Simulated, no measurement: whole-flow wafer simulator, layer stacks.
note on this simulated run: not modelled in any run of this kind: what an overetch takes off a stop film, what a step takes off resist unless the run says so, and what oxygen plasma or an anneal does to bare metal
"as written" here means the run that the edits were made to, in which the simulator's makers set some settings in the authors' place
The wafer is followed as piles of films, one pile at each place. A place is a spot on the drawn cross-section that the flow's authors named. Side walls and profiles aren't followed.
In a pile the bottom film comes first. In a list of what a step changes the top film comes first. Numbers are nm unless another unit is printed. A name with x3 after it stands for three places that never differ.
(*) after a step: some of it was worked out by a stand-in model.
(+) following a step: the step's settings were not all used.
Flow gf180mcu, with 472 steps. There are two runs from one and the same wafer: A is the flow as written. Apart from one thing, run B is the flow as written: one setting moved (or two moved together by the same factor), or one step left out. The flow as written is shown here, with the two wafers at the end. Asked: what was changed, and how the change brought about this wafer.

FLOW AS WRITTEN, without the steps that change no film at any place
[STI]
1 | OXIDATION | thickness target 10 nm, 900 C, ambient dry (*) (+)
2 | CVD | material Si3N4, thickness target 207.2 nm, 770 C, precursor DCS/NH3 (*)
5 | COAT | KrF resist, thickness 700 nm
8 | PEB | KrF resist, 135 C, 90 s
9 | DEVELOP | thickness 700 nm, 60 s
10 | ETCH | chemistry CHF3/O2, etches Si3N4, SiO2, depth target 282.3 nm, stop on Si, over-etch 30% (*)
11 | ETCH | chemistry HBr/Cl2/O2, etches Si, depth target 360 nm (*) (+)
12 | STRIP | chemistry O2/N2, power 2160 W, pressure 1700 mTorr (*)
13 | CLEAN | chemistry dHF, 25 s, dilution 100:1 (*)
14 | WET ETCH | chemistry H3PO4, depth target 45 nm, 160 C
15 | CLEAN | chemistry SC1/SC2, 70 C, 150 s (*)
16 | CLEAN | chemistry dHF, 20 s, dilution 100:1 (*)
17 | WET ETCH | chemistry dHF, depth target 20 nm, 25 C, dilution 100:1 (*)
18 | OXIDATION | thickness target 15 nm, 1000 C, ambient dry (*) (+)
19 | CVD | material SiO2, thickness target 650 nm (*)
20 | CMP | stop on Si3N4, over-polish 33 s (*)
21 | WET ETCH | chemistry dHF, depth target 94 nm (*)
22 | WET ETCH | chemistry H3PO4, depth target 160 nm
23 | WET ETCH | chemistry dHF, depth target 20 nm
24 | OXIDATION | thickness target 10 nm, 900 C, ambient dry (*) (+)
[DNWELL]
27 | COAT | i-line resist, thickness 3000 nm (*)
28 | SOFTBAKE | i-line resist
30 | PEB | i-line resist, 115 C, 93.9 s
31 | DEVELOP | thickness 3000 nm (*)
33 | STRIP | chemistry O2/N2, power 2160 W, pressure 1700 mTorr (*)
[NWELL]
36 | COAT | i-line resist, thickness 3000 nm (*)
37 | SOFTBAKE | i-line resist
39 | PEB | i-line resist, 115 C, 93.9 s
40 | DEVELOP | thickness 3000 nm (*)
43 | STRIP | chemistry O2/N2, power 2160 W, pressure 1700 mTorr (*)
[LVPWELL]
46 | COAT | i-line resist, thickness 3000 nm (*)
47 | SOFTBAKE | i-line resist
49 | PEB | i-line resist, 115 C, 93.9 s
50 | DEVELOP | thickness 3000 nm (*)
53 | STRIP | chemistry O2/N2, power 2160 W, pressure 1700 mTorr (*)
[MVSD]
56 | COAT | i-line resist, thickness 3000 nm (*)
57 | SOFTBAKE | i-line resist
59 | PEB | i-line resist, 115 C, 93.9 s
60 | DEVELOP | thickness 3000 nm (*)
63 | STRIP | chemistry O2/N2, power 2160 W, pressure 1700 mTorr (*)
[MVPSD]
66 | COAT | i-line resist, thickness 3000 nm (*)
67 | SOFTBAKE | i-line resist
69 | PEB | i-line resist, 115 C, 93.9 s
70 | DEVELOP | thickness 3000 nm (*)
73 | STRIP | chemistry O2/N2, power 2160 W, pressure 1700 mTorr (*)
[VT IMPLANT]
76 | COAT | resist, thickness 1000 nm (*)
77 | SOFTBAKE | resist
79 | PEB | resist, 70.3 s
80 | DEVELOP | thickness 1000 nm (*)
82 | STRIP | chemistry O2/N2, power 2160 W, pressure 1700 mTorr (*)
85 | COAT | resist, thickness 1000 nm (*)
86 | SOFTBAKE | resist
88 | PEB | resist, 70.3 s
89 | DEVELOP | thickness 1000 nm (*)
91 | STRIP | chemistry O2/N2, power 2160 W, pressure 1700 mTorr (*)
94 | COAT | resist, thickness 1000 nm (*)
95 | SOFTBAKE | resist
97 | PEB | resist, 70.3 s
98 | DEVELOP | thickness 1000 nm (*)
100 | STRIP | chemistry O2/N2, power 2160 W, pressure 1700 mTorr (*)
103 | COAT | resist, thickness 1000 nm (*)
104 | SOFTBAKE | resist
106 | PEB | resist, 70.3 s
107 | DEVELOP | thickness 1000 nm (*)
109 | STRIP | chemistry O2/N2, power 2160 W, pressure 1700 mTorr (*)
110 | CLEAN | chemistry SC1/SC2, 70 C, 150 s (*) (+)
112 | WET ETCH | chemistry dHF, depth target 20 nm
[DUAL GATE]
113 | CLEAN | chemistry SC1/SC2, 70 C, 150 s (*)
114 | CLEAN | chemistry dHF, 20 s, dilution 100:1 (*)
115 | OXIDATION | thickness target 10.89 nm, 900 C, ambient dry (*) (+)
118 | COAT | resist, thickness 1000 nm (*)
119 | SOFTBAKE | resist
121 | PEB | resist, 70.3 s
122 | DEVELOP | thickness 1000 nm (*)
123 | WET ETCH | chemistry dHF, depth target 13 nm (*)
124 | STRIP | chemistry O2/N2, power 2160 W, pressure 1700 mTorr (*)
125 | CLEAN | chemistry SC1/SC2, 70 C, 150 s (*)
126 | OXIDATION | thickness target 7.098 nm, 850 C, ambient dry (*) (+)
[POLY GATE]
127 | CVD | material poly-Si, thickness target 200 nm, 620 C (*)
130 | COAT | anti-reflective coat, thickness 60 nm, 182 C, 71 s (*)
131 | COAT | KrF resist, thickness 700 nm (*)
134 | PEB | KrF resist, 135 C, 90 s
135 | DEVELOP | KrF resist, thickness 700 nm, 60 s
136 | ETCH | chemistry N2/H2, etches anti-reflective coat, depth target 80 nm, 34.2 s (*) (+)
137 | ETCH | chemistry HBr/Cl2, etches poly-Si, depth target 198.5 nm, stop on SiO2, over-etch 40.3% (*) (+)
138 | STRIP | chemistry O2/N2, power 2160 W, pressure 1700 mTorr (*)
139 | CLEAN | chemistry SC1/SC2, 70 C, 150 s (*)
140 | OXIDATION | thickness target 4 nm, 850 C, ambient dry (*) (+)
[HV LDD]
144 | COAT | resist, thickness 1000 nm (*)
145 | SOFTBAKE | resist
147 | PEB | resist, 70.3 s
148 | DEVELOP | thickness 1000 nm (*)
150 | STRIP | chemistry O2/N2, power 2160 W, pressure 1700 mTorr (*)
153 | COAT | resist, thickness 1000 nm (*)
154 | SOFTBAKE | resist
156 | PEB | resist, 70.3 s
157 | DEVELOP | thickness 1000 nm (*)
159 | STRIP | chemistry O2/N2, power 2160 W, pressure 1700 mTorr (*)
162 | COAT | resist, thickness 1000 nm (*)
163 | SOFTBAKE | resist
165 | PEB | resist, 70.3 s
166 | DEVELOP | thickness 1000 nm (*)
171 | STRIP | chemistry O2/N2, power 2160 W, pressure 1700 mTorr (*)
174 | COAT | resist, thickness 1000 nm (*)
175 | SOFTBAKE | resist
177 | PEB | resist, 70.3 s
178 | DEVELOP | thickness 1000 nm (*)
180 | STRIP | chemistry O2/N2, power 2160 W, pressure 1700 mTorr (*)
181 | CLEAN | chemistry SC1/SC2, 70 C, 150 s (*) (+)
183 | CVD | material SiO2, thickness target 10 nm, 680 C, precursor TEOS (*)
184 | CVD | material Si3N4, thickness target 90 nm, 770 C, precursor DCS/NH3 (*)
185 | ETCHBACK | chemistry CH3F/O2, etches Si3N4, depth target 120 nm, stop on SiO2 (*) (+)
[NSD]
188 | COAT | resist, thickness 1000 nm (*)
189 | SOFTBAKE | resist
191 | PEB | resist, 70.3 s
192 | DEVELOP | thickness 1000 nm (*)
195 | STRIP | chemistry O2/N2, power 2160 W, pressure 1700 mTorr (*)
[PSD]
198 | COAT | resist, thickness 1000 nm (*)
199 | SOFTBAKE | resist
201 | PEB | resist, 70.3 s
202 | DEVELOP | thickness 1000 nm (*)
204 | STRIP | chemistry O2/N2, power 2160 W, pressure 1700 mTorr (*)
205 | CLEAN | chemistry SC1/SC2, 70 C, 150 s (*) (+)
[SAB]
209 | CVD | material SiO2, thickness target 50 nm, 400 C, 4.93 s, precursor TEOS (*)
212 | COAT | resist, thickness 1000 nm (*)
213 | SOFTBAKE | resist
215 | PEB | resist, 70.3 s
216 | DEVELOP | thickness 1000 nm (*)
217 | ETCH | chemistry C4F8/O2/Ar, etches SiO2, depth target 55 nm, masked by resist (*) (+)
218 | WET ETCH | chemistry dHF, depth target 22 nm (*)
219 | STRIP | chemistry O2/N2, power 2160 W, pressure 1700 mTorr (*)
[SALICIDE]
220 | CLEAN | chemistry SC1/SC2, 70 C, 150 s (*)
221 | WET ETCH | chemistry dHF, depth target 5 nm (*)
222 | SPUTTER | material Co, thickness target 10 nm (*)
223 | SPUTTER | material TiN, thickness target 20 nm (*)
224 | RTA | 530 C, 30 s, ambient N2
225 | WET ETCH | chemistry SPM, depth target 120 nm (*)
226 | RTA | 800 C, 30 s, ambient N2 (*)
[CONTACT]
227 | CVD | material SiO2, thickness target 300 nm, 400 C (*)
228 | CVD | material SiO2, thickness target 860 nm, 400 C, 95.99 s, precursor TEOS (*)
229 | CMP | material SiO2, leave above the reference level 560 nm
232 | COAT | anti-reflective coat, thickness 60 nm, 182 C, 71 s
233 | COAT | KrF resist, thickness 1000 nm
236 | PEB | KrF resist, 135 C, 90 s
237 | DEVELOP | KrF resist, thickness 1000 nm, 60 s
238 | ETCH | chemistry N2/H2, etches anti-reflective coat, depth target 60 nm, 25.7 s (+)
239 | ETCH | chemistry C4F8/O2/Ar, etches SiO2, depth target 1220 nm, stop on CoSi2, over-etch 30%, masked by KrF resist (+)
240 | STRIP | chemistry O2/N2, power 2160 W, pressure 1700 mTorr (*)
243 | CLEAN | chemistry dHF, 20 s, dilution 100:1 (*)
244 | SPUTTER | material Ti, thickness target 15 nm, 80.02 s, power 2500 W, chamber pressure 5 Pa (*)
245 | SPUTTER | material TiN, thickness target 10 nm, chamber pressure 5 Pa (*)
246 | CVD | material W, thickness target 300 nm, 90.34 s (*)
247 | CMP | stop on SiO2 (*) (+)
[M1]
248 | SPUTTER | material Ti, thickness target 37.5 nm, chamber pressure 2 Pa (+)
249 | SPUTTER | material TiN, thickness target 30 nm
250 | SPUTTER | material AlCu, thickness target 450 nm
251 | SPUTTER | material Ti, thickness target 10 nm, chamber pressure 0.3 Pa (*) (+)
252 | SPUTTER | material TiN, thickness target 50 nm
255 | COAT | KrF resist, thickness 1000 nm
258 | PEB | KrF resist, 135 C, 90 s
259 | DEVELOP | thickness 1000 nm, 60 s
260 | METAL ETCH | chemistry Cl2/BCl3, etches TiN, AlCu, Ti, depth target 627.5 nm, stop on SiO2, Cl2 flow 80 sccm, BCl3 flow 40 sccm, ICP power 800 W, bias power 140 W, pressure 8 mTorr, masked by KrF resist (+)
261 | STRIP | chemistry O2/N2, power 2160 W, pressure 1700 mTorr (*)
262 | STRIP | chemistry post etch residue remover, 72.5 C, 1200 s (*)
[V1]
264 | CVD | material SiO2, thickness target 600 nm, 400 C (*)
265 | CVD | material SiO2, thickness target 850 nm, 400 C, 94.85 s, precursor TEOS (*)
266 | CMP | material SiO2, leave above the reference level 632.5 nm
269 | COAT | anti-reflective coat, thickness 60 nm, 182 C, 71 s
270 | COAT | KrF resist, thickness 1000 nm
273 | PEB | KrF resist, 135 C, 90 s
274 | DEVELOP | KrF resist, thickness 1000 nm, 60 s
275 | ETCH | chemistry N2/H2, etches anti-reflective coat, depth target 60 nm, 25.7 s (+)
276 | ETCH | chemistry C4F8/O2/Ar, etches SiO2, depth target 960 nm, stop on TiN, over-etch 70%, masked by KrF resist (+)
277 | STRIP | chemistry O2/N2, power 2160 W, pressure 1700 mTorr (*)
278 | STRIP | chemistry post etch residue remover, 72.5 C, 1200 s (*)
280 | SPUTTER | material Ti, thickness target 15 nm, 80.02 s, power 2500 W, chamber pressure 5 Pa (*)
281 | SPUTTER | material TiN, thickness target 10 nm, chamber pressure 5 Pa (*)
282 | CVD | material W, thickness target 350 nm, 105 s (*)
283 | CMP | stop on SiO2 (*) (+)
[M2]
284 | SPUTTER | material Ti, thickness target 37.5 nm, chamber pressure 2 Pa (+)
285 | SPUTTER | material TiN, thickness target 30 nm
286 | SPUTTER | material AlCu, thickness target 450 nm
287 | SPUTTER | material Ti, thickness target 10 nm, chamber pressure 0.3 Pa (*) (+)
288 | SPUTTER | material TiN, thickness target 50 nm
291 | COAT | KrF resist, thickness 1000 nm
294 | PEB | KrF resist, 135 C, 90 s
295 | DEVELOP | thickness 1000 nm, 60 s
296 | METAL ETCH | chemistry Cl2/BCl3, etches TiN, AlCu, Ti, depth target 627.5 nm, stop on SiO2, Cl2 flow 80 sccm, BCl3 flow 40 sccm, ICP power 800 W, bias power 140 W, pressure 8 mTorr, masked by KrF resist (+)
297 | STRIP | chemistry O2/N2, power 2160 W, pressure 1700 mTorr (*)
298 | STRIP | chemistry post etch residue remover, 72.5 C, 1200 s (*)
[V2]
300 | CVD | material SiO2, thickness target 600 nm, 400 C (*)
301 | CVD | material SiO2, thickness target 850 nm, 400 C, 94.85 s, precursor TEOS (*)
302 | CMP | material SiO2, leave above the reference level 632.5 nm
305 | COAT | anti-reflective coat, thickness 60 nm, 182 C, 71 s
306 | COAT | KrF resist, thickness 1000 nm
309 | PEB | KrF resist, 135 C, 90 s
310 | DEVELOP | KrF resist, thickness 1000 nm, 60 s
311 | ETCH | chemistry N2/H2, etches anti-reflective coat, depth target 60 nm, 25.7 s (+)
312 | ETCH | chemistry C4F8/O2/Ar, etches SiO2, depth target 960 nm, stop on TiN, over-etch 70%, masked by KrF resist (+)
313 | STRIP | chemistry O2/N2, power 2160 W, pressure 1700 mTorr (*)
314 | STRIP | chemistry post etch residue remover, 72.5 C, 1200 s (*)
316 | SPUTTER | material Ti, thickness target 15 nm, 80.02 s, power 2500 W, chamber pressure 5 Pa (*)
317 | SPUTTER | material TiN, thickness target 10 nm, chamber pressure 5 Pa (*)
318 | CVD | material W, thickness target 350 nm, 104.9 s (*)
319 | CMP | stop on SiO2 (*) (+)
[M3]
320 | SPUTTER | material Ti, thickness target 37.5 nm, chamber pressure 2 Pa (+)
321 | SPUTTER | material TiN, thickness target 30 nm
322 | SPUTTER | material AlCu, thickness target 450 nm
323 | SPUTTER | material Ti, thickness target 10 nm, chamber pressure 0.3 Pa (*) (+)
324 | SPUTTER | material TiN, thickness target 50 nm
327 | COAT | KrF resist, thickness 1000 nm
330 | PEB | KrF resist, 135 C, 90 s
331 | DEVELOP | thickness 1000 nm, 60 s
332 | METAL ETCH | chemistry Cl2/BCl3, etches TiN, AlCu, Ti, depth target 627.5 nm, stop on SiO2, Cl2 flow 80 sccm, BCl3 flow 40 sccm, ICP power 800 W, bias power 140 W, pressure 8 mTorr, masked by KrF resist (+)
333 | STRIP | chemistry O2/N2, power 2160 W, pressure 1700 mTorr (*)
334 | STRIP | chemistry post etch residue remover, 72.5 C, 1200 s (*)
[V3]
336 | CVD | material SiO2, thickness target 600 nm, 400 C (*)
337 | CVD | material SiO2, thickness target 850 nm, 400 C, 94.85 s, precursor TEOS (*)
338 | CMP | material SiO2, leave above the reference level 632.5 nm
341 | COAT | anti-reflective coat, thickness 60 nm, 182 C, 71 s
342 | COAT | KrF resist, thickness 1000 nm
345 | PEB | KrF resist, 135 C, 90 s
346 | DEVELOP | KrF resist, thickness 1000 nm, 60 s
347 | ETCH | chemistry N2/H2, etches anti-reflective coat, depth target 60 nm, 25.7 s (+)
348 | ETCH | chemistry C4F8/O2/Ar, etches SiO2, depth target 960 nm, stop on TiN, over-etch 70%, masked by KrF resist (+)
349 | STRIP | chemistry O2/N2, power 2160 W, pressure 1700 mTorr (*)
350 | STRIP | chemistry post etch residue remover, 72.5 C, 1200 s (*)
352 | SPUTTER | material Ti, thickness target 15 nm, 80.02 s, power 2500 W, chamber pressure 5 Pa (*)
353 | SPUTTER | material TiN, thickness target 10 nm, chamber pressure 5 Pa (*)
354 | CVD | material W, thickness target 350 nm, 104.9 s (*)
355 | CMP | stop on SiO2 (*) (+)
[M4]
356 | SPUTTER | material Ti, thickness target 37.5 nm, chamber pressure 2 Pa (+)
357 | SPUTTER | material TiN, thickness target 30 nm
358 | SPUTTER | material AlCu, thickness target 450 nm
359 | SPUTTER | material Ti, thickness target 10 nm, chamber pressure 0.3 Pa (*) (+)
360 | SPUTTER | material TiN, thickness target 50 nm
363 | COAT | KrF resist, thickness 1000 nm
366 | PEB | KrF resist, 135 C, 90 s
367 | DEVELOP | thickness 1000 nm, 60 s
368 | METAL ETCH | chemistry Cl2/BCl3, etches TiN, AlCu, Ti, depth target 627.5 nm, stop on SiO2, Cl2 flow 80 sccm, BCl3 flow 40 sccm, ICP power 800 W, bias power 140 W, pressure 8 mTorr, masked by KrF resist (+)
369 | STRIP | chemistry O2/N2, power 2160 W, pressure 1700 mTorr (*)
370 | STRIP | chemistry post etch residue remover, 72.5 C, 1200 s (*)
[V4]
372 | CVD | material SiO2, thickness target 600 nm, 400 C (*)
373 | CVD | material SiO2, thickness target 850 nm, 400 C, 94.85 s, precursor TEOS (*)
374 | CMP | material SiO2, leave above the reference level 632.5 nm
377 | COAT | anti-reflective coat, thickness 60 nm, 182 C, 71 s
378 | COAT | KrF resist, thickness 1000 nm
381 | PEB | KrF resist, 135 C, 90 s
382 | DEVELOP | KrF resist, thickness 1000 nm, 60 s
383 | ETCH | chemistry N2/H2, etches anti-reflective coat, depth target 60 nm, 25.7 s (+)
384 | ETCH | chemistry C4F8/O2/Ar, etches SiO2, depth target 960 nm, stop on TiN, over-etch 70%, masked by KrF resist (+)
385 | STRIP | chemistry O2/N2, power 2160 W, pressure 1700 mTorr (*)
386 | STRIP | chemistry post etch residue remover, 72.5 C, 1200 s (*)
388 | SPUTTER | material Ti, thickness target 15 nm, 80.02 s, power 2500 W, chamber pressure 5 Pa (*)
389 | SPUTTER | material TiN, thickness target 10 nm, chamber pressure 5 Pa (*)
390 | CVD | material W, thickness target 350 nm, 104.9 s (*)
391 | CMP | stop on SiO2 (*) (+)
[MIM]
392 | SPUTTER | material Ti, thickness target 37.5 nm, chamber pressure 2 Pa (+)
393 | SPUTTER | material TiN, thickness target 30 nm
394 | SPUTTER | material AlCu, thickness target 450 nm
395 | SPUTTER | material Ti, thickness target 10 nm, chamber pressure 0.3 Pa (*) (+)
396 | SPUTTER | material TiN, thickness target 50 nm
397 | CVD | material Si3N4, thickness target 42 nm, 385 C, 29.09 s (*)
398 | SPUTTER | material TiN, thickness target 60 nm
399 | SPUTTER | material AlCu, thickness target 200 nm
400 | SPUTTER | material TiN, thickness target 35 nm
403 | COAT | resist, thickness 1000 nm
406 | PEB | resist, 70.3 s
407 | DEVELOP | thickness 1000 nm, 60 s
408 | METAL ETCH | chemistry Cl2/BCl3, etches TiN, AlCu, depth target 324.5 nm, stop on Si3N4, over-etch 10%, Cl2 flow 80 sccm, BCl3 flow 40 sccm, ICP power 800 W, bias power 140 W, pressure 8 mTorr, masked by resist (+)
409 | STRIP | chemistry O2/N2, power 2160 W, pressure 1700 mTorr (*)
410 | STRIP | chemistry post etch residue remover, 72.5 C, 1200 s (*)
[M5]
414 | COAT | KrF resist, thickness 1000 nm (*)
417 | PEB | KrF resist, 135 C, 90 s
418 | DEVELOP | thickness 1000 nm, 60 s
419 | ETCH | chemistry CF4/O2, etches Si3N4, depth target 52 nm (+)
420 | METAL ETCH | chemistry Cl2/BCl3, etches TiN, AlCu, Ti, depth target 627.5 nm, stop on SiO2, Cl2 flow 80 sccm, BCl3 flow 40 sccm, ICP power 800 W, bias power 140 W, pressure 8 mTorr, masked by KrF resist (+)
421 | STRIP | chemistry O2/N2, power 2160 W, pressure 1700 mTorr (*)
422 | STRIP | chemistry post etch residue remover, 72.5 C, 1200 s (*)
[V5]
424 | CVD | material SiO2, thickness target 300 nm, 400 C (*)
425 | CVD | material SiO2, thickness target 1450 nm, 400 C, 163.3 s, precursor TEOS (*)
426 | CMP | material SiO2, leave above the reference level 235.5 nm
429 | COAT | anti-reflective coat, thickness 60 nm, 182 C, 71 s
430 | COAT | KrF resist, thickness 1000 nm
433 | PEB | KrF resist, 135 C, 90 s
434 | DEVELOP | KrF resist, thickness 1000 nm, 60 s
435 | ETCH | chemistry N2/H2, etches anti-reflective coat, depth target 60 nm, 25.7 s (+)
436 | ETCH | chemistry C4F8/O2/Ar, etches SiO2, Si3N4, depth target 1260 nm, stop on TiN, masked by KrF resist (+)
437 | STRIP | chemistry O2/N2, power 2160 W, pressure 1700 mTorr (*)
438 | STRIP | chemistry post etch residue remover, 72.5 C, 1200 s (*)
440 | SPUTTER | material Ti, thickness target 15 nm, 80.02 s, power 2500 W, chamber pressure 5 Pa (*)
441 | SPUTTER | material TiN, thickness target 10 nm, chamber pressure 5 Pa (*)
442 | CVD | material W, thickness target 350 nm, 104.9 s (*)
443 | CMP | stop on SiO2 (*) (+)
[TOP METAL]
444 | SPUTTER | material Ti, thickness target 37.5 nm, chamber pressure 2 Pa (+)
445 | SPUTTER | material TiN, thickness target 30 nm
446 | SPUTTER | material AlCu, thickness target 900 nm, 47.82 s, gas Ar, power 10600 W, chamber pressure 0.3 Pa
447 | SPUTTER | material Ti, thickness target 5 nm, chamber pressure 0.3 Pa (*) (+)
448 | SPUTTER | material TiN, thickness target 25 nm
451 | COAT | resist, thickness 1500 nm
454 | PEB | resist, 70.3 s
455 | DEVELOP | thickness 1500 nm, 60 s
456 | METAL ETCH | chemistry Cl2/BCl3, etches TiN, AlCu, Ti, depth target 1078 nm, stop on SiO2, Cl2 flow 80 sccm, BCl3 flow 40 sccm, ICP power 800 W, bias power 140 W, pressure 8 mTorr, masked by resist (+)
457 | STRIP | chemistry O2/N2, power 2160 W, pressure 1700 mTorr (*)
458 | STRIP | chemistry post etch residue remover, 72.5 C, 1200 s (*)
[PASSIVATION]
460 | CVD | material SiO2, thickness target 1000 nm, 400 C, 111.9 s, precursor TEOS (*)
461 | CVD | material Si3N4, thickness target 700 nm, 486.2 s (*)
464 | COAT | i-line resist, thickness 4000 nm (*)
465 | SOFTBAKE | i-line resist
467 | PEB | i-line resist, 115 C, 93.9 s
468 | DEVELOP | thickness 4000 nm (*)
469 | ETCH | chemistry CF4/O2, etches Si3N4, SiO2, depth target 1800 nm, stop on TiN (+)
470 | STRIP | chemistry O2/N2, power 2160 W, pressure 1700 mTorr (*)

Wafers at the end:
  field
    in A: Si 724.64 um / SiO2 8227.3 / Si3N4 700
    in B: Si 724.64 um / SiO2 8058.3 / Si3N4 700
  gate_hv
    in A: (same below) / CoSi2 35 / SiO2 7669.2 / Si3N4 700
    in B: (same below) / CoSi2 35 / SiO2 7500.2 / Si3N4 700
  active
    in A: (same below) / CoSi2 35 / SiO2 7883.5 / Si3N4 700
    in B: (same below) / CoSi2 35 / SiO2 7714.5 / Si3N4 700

Cause: step 394, SPUTTER: thickness target 281 nm was run, though the flow has thickness target 450 nm.

How this came from the change, step by step:
  394 | SPUTTER | material AlCu, thickness target 450 nm
      field, field__w1, field__w2 and 108 more: A AlCu gains 450 (new film) | B AlCu gains 281 (new film)
  420 | METAL ETCH | chemistry Cl2/BCl3, etches TiN, AlCu, Ti, depth target 627.5 nm, stop on SiO2, Cl2 flow 80 sccm, BCl3 flow 40 sccm, ICP power 800 W, bias power 140 W, pressure 8 mTorr, masked by KrF resist (+)
      field, field__w1, field__w2 and 101 more: A TiN loses 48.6 (all of it), Ti loses 10 (all of it), AlCu loses 450 (all of it), TiN loses 30 (all of it), Ti loses 37.5 (all of it) | B TiN loses 48.6 (all of it), Ti loses 10 (all of it), AlCu loses 281 (all of it), TiN loses 30 (all of it), Ti loses 37.5 (all of it)
      field__w4, field__w8, contact, m1, m1__w1, mim, mim_1p0, m1_nw: A KrF resist loses 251 | B KrF resist loses 244.2
  426 | CMP | material SiO2, leave above the reference level 235.5 nm
      field, field__w1, field__w5 and 92 more: A SiO2 loses 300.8 | B SiO2 loses 469.8
      field__w2, field__w3, field__w12 and 6 more: A SiO2 loses 272.7 | B SiO2 loses 449.4
